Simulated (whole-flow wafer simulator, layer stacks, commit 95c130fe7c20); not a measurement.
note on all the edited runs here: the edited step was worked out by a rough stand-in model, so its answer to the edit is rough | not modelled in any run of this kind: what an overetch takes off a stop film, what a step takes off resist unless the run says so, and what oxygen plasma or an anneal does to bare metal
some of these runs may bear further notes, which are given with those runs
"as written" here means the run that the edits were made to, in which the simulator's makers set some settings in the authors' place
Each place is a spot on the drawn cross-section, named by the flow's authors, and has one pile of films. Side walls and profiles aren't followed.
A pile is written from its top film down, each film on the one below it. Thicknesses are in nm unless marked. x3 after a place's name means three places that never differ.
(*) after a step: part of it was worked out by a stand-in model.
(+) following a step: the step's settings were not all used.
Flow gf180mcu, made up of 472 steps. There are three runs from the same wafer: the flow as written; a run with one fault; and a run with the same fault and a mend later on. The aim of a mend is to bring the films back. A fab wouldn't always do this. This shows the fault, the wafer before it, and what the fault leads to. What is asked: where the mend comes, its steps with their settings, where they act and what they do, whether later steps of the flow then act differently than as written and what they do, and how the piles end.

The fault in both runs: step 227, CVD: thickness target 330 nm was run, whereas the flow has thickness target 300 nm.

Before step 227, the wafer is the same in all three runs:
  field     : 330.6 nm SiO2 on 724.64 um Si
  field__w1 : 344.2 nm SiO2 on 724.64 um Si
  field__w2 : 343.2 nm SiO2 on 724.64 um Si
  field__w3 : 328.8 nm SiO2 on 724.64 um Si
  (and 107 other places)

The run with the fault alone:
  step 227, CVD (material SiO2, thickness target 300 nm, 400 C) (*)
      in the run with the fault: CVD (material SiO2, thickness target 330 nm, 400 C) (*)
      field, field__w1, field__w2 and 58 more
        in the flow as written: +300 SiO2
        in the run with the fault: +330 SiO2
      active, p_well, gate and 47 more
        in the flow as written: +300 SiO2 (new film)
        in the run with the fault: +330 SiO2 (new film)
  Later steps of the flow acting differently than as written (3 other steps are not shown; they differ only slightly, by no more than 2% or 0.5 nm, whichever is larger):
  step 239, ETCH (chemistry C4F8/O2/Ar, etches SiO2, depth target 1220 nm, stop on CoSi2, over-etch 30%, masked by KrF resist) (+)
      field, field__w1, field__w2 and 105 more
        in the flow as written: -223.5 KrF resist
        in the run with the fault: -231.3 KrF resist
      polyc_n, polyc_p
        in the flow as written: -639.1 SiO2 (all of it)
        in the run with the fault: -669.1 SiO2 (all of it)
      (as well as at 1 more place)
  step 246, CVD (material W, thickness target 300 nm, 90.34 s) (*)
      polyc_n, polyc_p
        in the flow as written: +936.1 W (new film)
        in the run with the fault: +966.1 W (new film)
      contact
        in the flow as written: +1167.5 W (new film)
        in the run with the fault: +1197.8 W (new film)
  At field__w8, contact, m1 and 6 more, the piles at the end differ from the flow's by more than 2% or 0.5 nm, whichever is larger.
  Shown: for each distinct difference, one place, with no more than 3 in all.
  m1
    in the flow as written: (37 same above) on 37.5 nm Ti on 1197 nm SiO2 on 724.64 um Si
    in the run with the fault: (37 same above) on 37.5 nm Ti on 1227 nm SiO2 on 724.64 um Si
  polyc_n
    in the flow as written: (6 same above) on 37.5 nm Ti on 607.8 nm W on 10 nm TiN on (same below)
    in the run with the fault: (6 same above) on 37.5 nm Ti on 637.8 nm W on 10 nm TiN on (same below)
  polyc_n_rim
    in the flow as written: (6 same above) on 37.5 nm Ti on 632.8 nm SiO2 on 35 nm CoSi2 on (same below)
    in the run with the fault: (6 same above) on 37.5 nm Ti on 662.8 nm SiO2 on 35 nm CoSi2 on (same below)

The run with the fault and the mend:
  The mend follows step 227.
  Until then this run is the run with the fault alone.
  step 227a, WET ETCH (chemistry dHF, depth target 30 nm, 25 C, dilution 100:1) (*) (the flow's step 17, run once more with other settings)
      field, field__w1, field__w2 and 108 more
        -30 SiO2
  Every later step of the flow that is run acts as written at every place that is followed.
  At every place that both follow, the piles at the end match the flow's.
